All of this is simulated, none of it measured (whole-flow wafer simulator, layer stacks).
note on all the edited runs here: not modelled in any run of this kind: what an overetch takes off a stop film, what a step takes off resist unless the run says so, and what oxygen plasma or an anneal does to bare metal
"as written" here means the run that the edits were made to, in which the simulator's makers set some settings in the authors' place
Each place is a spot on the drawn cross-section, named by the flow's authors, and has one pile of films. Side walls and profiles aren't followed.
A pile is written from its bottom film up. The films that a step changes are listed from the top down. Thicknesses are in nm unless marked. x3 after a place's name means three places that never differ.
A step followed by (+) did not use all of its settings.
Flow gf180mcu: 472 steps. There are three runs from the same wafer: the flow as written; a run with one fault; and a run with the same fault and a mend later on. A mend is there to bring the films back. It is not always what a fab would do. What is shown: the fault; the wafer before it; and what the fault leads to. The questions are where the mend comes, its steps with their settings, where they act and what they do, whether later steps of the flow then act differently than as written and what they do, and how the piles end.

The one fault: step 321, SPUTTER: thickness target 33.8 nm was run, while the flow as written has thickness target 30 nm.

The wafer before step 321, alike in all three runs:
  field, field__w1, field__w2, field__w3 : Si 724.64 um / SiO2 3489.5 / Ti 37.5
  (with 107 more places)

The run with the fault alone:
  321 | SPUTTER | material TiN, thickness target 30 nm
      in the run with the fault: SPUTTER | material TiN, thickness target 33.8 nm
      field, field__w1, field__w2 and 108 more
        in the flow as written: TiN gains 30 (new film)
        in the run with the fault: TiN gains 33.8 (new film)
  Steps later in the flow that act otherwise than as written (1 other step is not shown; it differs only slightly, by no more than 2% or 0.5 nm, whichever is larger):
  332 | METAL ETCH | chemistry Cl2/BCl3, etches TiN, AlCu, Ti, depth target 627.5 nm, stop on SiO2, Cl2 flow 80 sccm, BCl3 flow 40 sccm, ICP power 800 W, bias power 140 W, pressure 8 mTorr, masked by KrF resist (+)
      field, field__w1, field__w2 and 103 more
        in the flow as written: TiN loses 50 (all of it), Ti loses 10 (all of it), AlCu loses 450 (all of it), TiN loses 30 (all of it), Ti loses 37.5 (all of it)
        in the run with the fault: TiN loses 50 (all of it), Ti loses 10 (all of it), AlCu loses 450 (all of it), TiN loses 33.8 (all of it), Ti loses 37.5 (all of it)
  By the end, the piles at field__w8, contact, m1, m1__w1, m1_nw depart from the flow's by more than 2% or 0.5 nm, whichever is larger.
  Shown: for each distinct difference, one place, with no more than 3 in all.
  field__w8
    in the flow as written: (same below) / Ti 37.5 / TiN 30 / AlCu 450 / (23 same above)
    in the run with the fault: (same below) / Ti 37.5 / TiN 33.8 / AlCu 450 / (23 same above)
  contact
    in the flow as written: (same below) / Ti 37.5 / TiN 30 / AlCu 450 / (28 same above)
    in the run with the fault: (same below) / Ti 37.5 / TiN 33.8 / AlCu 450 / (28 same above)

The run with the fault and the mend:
  The mend stands after step 331.
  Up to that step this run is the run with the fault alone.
  332 | METAL ETCH | chemistry Cl2/BCl3, etches TiN, AlCu, Ti, depth target 631.3 nm, stop on SiO2, Cl2 flow 80 sccm, BCl3 flow 40 sccm, ICP power 800 W, bias power 140 W, pressure 8 mTorr, masked by KrF resist (+) (the flow's step 332, as written with depth target 627.5 nm)
      field, field__w1, field__w2 and 103 more
        TiN loses 50 (all of it), Ti loses 10 (all of it), AlCu loses 450 (all of it), TiN loses 33.8 (all of it), Ti loses 37.5 (all of it)
      field__w8, contact, m1, m1__w1, m1_nw
        KrF resist loses 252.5
  Every later step of the flow that is run acts as written, at every place that is followed, to within 2% or 0.5 nm, whichever is larger.
  By the end, the piles at field__w8, contact, m1, m1__w1, m1_nw depart from the flow's by more than 2% or 0.5 nm, whichever is larger.
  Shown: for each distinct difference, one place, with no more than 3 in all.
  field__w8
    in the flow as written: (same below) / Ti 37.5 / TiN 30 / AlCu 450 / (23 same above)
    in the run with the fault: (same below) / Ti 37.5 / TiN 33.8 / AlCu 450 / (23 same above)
    in the run with the mend: (same below) / Ti 37.5 / TiN 33.8 / AlCu 450 / (23 same above)
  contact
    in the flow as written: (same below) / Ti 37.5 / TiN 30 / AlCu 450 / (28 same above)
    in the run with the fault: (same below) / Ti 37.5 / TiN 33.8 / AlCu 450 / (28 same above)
    in the run with the mend: (same below) / Ti 37.5 / TiN 33.8 / AlCu 450 / (28 same above)
